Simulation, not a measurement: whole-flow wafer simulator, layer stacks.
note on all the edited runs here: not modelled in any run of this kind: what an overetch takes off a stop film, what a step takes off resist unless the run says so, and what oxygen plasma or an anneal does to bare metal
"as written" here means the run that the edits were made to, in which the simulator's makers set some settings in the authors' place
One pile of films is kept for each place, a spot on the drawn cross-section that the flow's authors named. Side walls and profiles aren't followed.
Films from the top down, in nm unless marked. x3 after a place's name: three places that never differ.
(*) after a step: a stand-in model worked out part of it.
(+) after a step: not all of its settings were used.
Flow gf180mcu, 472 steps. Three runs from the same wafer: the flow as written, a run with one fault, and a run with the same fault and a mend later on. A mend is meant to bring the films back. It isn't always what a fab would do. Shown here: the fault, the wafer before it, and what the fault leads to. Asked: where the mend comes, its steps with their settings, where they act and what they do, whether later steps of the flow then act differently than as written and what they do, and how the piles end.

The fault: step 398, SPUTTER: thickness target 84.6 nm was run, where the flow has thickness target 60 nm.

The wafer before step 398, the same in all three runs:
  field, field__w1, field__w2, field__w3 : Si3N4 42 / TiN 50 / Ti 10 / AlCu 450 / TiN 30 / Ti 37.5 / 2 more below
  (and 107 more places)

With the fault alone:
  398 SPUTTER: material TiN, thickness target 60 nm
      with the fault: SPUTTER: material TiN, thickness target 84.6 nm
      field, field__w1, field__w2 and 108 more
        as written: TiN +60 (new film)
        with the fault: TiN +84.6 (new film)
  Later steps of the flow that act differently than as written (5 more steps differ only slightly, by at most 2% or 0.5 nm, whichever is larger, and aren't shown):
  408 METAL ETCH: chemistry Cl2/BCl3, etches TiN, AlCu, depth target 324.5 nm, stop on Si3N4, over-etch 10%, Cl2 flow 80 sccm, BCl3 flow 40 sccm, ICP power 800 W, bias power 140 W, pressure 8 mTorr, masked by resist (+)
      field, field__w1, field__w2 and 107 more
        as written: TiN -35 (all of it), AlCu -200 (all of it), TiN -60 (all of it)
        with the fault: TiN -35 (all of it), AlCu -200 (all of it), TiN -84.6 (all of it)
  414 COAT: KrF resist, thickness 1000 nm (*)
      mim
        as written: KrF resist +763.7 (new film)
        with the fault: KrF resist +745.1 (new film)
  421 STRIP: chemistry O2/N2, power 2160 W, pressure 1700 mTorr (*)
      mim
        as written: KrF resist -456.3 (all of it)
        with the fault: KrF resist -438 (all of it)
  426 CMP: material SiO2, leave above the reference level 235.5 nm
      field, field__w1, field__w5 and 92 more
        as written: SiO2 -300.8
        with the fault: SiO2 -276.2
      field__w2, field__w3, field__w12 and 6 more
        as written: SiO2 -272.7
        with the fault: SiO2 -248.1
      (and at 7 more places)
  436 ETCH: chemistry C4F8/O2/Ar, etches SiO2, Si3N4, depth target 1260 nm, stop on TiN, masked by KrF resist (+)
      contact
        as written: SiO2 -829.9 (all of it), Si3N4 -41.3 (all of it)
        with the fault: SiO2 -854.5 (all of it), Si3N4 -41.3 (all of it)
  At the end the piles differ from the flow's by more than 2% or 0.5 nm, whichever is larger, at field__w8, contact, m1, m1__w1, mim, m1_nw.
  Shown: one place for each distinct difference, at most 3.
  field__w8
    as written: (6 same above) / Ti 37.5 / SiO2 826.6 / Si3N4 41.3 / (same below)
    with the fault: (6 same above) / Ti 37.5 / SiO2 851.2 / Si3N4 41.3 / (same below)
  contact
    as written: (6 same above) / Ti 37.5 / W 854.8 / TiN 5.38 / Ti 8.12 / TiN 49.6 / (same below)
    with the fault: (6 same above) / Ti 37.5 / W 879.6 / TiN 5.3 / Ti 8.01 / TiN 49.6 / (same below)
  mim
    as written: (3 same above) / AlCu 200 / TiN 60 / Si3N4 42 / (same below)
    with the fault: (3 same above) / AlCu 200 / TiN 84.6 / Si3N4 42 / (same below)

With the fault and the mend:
  The mend comes after step 398.
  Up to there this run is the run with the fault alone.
  398a METAL ETCH: chemistry Cl2/BCl3, etches TiN, AlCu, Ti, depth target 24.6 nm, Cl2 flow 80 sccm, BCl3 flow 40 sccm, ICP power 800 W, bias power 140 W, pressure 8 mTorr (the flow's step 260 once more, with other settings)
      field, field__w1, field__w2 and 108 more
        TiN -24.6
  No later step of the flow acts differently than as written at any place that is followed.
  At the end the piles are the same as the flow's at every place that both follow.
